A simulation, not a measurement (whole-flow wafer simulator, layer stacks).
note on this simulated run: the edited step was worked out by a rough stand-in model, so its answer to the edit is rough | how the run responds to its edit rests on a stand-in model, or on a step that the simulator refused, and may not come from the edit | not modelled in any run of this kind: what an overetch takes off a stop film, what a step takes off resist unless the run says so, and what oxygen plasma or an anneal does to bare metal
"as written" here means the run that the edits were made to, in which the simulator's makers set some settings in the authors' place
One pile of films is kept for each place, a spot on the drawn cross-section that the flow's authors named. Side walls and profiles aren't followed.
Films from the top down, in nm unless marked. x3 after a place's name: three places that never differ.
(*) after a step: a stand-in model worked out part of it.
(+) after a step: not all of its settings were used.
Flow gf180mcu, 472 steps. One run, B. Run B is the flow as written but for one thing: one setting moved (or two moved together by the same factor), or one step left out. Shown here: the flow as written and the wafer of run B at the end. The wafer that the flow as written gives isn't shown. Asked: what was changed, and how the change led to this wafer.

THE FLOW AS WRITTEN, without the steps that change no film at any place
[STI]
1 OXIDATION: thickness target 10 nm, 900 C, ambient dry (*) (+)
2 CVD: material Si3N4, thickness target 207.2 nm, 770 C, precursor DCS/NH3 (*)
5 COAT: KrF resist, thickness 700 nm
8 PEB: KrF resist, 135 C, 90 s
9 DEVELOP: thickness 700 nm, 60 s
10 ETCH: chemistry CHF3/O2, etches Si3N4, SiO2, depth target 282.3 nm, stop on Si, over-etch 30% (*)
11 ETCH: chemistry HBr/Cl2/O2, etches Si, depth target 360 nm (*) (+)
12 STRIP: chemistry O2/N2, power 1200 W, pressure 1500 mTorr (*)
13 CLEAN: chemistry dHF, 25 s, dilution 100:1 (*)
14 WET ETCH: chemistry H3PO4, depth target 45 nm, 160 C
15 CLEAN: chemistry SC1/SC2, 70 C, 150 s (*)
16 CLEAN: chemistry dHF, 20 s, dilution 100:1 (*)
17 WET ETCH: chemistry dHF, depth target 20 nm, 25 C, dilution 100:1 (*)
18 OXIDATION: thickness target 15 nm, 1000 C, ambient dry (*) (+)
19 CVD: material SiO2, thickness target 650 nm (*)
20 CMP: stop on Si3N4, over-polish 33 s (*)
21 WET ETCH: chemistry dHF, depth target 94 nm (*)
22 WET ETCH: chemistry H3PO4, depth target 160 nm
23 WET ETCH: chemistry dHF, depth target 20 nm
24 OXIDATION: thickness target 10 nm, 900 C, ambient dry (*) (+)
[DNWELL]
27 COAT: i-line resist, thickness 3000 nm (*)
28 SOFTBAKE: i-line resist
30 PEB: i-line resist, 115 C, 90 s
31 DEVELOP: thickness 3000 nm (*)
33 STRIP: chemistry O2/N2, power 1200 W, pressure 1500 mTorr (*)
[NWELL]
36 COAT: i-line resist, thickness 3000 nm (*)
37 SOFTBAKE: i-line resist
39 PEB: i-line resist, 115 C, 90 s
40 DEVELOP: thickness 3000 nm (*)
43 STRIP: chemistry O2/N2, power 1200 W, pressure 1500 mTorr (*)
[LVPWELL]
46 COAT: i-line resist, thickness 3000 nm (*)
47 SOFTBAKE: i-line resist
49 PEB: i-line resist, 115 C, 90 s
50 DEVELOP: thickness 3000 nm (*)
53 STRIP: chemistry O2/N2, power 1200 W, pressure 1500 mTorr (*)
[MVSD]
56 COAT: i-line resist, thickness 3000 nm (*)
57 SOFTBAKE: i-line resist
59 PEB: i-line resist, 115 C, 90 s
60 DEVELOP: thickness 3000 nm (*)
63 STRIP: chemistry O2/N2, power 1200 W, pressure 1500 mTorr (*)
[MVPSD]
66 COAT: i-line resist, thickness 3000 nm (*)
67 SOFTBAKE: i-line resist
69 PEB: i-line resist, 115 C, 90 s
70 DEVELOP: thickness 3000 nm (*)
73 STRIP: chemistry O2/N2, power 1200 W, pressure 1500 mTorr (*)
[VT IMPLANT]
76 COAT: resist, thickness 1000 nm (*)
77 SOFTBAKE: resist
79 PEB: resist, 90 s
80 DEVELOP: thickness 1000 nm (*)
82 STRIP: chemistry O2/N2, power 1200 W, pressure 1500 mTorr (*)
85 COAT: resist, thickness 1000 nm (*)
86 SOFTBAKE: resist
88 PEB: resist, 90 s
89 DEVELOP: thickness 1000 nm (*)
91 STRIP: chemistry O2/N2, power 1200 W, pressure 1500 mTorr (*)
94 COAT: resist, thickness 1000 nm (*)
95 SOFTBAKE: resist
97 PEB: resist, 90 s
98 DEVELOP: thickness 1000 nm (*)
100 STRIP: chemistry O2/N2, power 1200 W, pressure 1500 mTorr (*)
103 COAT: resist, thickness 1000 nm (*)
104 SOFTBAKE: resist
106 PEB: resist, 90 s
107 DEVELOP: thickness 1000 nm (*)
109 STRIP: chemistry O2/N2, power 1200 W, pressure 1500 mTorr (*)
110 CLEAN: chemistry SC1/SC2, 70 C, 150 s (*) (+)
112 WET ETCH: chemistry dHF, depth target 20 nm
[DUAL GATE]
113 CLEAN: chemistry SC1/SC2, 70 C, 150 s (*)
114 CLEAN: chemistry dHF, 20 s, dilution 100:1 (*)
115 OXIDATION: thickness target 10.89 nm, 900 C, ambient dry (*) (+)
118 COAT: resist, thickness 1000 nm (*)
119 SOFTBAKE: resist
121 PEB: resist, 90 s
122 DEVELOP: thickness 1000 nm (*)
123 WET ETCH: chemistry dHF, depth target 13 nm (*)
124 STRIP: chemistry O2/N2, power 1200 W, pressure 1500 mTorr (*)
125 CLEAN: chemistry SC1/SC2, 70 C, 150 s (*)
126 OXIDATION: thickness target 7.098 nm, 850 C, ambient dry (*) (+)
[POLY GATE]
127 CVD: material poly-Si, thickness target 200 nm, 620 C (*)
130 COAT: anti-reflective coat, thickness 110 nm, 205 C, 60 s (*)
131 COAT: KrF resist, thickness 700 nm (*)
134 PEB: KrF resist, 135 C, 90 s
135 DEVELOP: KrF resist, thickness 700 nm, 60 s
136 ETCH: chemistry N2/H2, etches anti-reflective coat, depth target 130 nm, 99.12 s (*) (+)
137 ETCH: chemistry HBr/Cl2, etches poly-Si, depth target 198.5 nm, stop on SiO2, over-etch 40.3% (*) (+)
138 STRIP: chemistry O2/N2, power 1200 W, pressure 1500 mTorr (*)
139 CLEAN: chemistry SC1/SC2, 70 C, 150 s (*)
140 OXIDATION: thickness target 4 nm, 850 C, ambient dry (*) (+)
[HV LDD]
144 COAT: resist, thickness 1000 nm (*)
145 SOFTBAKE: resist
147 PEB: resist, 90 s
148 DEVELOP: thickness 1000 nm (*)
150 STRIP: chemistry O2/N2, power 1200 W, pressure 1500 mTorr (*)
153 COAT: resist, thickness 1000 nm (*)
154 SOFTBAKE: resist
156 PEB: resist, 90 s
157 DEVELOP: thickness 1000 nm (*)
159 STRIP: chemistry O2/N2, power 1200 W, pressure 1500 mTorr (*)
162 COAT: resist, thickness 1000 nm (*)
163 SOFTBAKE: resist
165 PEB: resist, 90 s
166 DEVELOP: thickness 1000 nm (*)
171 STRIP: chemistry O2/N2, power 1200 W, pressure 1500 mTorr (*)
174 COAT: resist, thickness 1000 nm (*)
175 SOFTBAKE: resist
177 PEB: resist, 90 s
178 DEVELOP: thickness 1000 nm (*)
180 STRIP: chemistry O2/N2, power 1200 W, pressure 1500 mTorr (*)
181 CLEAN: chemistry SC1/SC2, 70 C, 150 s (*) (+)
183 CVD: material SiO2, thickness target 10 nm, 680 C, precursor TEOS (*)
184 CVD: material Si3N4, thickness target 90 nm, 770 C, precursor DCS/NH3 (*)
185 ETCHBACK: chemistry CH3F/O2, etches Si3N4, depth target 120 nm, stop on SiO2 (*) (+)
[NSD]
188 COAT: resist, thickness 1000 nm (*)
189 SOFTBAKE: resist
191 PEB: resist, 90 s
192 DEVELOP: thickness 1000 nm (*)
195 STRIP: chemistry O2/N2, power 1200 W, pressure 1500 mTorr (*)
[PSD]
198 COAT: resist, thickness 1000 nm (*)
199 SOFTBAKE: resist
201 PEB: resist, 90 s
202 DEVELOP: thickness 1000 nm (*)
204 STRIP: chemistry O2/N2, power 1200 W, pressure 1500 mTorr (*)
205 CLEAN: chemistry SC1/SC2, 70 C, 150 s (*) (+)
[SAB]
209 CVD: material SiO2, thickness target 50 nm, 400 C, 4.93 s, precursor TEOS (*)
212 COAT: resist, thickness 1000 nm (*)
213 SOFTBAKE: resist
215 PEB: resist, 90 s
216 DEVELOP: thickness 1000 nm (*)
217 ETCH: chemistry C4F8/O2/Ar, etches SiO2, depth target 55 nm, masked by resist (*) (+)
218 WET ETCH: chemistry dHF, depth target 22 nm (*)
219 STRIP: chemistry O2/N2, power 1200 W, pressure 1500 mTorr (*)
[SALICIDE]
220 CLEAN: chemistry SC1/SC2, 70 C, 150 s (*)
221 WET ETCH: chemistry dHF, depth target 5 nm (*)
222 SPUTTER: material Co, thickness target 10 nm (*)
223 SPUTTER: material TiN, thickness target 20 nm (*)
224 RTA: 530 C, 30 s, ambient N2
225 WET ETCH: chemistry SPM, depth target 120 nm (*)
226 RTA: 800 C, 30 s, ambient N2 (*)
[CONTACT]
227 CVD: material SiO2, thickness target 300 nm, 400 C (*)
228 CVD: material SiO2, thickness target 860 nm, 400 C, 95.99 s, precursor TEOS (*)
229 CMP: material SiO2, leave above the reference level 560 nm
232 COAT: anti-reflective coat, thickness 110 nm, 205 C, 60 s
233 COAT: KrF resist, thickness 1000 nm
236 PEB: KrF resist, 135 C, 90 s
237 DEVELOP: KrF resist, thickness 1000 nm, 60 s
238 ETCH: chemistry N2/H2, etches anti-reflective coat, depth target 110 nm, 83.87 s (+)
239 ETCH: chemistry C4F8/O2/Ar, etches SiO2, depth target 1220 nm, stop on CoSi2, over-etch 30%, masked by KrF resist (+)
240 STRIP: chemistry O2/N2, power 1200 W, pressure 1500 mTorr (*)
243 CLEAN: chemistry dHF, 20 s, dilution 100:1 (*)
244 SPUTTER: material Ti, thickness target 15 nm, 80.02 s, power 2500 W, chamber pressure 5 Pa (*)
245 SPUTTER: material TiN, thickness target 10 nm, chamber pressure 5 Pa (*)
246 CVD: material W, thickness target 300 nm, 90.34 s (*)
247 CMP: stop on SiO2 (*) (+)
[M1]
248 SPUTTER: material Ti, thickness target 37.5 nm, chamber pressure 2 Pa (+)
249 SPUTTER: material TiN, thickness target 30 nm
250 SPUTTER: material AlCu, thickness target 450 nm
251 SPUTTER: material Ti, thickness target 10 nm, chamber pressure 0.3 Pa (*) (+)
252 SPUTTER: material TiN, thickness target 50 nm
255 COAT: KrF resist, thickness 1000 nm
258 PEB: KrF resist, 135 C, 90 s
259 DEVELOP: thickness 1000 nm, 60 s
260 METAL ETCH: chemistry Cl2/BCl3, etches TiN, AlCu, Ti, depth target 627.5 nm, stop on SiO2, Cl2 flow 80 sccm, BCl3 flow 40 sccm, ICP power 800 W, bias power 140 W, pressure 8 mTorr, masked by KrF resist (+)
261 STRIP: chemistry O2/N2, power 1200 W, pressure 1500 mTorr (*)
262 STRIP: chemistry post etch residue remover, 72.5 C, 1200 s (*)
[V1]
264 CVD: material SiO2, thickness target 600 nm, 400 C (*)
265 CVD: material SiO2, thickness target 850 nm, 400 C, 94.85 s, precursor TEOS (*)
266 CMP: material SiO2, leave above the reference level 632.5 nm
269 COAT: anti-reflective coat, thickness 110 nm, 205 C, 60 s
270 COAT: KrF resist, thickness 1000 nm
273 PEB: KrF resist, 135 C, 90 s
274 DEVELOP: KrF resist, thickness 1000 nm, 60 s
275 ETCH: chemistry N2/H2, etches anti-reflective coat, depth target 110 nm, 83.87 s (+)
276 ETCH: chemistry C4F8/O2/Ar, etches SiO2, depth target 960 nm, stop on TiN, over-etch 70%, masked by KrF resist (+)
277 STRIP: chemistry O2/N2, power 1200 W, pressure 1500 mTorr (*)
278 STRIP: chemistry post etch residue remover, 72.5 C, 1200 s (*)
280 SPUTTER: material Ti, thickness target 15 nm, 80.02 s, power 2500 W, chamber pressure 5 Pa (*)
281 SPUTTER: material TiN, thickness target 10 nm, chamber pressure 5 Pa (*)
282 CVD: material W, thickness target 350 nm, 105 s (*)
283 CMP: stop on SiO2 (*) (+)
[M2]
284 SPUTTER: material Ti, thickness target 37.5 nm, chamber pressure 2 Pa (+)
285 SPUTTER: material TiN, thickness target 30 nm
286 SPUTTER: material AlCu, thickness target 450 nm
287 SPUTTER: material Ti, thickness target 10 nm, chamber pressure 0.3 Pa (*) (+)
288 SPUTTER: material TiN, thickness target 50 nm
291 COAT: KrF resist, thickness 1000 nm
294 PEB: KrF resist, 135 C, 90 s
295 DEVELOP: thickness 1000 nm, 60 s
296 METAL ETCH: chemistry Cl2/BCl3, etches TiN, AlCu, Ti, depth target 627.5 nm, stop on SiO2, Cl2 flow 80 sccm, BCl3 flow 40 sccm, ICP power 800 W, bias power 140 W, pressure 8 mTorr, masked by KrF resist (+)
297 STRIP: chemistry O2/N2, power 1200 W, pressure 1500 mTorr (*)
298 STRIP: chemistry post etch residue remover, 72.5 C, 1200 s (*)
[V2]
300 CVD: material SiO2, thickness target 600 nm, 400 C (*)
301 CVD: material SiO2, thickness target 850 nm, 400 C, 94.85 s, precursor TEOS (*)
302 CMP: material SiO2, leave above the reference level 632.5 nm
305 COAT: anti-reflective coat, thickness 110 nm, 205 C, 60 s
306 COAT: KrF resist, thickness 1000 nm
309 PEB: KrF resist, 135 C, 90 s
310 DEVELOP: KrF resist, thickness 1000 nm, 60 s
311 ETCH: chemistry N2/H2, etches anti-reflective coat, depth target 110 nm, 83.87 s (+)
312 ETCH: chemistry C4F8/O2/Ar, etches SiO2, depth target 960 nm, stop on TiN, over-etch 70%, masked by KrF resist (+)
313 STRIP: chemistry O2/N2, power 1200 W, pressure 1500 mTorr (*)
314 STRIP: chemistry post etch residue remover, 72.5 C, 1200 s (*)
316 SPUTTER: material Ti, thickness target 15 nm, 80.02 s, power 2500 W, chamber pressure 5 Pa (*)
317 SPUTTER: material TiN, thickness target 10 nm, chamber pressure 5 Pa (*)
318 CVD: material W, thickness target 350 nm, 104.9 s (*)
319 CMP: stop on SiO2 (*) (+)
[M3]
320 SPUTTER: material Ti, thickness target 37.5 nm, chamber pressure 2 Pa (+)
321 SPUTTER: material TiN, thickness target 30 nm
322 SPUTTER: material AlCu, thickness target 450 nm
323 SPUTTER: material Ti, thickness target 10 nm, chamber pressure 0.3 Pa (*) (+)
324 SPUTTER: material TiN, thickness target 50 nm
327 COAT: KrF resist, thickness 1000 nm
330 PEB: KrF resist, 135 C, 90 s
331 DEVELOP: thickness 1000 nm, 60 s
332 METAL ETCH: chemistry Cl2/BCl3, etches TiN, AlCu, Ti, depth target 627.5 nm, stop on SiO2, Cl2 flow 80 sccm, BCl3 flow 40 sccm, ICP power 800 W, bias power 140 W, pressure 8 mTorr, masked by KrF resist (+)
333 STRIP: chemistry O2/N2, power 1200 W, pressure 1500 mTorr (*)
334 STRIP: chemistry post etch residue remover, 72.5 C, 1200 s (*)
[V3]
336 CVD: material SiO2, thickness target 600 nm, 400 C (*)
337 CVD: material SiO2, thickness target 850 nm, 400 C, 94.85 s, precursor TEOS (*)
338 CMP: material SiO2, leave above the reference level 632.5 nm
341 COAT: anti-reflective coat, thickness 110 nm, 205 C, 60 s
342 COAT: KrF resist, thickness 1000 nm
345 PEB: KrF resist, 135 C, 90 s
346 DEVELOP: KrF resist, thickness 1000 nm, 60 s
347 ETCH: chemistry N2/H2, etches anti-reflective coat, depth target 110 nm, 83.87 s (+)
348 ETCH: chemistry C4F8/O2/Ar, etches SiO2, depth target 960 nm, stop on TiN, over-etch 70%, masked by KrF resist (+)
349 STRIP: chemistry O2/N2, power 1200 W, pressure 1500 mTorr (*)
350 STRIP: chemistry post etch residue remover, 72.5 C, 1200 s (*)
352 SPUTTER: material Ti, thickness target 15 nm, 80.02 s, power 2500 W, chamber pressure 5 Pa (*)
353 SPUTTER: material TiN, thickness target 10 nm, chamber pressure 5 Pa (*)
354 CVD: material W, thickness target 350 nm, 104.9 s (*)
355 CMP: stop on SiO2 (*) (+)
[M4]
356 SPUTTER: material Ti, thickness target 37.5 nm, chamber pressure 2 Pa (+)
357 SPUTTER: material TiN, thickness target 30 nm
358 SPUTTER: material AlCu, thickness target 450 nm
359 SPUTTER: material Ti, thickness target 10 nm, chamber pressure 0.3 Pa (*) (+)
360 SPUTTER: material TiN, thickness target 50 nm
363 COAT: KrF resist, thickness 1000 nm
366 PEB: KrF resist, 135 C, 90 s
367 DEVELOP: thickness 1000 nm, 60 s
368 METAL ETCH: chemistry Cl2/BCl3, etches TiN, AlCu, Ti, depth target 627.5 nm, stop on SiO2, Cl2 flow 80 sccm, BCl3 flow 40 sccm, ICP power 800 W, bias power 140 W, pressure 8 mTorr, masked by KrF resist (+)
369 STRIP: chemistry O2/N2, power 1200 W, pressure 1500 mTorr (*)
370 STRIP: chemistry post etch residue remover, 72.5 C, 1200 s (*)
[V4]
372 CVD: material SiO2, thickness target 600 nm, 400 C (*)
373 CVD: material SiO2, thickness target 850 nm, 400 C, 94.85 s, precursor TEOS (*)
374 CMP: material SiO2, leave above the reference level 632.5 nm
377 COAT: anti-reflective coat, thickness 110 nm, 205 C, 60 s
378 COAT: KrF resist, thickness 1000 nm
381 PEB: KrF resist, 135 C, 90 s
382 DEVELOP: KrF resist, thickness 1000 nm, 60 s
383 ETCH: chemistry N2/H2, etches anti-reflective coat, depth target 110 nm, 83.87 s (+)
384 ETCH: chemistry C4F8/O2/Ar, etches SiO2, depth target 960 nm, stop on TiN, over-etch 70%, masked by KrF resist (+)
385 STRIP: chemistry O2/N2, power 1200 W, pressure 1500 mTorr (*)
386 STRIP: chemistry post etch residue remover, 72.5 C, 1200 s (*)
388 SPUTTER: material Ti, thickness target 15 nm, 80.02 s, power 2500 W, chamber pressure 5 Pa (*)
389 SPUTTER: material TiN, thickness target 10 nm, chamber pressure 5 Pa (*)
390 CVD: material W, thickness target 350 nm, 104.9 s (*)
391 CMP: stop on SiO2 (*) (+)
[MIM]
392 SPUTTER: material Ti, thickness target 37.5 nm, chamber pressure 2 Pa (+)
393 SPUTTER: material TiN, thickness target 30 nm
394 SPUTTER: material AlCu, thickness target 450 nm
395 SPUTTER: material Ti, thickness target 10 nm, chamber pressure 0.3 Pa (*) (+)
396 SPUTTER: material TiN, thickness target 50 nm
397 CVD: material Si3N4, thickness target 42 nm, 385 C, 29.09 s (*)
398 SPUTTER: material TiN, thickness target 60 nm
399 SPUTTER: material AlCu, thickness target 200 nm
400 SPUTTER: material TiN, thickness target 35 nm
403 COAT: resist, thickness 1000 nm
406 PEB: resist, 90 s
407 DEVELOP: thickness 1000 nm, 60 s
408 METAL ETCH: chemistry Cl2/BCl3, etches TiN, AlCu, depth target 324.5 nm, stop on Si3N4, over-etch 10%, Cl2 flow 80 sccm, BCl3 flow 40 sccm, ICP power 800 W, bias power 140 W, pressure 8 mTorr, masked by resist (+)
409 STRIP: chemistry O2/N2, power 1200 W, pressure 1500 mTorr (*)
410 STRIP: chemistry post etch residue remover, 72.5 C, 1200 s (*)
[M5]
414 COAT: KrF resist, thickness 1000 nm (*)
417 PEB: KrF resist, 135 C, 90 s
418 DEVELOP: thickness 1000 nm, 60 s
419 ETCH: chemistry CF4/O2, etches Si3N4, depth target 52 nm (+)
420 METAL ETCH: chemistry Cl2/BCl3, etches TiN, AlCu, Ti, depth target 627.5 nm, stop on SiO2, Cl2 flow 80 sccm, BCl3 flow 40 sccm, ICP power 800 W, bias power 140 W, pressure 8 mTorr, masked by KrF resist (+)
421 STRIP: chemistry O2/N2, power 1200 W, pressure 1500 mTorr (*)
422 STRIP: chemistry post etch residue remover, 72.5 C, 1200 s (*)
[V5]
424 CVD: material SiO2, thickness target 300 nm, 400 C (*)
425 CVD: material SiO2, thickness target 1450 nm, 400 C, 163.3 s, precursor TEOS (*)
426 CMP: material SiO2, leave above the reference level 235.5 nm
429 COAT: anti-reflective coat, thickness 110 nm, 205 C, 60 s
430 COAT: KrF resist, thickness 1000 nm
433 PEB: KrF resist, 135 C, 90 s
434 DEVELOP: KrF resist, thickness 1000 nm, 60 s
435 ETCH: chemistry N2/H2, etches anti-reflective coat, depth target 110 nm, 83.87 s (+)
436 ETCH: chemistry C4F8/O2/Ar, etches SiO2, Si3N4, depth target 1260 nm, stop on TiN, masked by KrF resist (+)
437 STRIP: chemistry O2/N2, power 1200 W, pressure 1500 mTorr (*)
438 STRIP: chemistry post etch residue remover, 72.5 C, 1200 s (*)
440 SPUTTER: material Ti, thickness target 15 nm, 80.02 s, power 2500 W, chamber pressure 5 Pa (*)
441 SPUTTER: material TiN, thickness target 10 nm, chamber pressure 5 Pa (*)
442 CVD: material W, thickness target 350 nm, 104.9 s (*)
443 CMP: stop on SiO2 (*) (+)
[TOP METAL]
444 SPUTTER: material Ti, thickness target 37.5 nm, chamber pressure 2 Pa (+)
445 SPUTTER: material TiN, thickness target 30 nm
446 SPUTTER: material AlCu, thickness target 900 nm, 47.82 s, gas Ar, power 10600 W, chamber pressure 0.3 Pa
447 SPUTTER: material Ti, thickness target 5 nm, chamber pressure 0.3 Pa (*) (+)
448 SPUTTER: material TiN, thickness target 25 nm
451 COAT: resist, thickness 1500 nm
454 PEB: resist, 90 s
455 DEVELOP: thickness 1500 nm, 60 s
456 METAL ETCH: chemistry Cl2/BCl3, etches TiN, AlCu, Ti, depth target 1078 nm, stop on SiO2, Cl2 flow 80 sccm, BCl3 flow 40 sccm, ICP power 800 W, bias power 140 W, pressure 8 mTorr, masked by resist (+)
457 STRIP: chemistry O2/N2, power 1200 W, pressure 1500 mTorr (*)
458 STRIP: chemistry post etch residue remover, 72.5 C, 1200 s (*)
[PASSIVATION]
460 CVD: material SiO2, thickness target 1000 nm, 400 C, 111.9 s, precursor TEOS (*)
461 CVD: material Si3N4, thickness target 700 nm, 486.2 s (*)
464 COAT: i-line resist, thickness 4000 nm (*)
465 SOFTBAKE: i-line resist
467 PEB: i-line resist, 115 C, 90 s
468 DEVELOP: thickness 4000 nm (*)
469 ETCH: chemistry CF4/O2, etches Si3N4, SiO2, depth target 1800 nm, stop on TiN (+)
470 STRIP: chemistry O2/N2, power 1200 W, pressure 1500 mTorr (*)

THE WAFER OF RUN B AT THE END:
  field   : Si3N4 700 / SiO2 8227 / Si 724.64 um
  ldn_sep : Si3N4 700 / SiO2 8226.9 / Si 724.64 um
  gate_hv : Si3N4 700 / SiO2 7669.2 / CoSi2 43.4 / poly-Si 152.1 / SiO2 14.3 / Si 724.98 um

The cause: step 222, SPUTTER: thickness target 12.4 nm was run, where the flow has thickness target 10 nm.

How the change led to this, step by step:
  222 SPUTTER: material Co, thickness target 10 nm (*)
      field, field__w7, field__w8 and 71 more: Co +12.4 (new film) (as written it would be: Co +10 (new film))
      field__w6, field_sub, field_sub__w2: Co +12.3 (new film) (as written it would be: Co +9.95 (new film))
      (and at 34 more places)
  223 SPUTTER: material TiN, thickness target 20 nm (*)
      field__w12: TiN +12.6 (new film) (as written it would be: TiN +12 (new film))
  224 RTA: 530 C, 30 s, ambient N2
      gate, gate_hv, gate_p and 22 more: under 1 film: CoSi +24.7 (new film), Co -12.4 (all of it), poly-Si -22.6 (as written it would be: under 1 film: CoSi +19.9 (new film), Co -10 (all of it), poly-Si -18.2)
      active, p_well, sd_n and 11 more: under 1 film: CoSi +24.7 (new film), Co -12.4 (all of it), Si -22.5 (as written it would be: under 1 film: CoSi +19.9 (new film), Co -10 (all of it), Si -18.1)
      (and at 10 more places)
  225 WET ETCH: chemistry SPM, depth target 120 nm (*)
      field, field__w7, field__w8 and 32 more: TiN -20 (all of it), Co -12.4 (all of it) (as written it would be: TiN -20 (all of it), Co -10 (all of it))
      field__w9, nw_enc_fld_lv__w3: TiN -19.1 (all of it), Co -11.9 (all of it) (as written it would be: TiN -19.1 (all of it), Co -9.6 (all of it))
      (and at 25 more places)
  226 RTA: 800 C, 30 s, ambient N2 (*)
      gate, gate_hv, gate_p and 22 more: CoSi2 +43.4 (new film), CoSi -24.7 (all of it), poly-Si -22.6 (as written it would be: CoSi2 +35 (new film), CoSi -19.9 (all of it), poly-Si -18.2)
      active, p_well, sd_n and 11 more: CoSi2 +43.4 (new film), CoSi -24.7 (all of it), Si -22.5 (as written it would be: CoSi2 +35 (new film), CoSi -19.9 (all of it), Si -18.1)
      (and at 10 more places)
